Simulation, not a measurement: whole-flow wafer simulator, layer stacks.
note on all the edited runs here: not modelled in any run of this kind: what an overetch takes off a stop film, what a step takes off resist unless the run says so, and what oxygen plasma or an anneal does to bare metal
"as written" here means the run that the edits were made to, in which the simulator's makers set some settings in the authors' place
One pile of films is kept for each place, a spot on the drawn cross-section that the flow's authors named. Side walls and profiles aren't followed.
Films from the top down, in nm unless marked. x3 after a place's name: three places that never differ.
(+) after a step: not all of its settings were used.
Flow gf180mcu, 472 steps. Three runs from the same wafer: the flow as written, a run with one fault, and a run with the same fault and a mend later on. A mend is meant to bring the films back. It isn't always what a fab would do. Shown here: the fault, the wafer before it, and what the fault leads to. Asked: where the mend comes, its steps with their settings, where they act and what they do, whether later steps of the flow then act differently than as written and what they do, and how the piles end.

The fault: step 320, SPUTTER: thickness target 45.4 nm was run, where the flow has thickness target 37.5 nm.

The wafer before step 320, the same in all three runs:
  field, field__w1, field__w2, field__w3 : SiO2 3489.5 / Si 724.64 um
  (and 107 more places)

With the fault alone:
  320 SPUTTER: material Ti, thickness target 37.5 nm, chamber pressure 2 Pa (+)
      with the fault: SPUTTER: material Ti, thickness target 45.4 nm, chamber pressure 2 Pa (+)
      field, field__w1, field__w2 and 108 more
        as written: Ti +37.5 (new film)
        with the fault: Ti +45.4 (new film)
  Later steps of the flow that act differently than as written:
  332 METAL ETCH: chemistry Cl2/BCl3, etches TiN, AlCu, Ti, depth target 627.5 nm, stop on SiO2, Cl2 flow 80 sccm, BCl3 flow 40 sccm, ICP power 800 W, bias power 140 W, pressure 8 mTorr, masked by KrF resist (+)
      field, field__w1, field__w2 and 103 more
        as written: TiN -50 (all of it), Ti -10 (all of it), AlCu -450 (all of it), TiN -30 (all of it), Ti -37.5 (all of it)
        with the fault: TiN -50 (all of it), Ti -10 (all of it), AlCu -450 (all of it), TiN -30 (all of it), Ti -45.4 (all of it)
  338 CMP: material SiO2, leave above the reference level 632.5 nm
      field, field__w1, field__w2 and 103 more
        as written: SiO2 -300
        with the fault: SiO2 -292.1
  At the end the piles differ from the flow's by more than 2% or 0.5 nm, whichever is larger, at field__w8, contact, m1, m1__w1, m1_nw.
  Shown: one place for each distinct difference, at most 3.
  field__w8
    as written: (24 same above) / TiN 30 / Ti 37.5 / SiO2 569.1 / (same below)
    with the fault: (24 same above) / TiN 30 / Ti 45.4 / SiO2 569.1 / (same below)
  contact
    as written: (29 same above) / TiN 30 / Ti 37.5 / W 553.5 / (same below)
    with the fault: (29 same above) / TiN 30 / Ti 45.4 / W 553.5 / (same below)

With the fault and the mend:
  The mend comes after step 320.
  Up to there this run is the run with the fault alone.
  320a METAL ETCH: chemistry Cl2/BCl3, etches TiN, AlCu, Ti, depth target 7.9 nm, Cl2 flow 80 sccm, BCl3 flow 40 sccm, ICP power 800 W, bias power 140 W, pressure 8 mTorr (the flow's step 260 once more, with other settings)
      field, field__w1, field__w2 and 108 more
        Ti -7.9
  No later step of the flow acts differently than as written at any place that is followed.
  At the end the piles are the same as the flow's at every place that both follow.
